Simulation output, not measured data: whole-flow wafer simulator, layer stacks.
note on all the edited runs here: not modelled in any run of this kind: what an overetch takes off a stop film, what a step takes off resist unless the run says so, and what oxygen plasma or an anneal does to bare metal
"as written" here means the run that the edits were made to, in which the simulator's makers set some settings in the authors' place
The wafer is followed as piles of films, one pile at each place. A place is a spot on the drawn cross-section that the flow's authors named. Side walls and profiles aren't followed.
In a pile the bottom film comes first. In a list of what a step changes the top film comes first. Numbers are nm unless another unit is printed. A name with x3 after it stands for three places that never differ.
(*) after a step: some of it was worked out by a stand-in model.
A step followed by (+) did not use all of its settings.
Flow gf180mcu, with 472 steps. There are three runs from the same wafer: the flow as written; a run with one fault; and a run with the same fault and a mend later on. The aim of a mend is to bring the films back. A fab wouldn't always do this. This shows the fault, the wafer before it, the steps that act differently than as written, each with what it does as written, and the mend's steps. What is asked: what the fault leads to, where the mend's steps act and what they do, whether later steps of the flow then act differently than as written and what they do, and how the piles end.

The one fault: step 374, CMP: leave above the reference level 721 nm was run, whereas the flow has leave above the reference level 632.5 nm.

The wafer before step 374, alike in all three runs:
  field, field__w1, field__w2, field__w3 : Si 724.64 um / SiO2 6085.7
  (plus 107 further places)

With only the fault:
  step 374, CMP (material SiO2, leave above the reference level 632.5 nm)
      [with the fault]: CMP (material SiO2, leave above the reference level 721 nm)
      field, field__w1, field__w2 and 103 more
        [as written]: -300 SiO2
        [with the fault]: -211.5 SiO2
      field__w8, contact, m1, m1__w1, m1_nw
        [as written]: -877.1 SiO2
        [with the fault]: -788.6 SiO2
  Steps further on in the flow that do not act as written (2 more steps, not shown, differ only slightly: by at most 2% or 0.5 nm, whichever is larger):
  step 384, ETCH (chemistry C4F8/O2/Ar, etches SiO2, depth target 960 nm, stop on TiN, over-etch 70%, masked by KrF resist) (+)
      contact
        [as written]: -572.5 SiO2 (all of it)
        [with the fault]: -661 SiO2 (all of it)
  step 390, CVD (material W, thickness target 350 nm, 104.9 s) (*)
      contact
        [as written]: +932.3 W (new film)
        [with the fault]: +1021.6 W (new film)
  At field__w8, contact, m1, m1__w1, m1_nw, the piles at the end differ from the flow's by more than 2% or 0.5 nm, whichever is larger.
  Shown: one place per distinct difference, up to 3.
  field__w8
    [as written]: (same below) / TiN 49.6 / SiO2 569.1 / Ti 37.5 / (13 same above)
    [with the fault]: (same below) / TiN 49.6 / SiO2 657.6 / Ti 37.5 / (13 same above)
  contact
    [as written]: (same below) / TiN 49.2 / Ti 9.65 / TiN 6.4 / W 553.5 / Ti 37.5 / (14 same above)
    [with the fault]: (same below) / TiN 49.2 / Ti 9.17 / TiN 6.08 / W 642.8 / Ti 37.5 / (14 same above)

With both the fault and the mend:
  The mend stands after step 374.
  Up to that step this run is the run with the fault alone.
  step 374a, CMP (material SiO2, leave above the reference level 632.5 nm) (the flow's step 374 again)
      field, field__w1, field__w2 and 108 more
        -88.5 SiO2
  Later steps of the flow that are run all act as written at every place that is followed.
  By the end, the piles equal the flow's at every place that both follow.
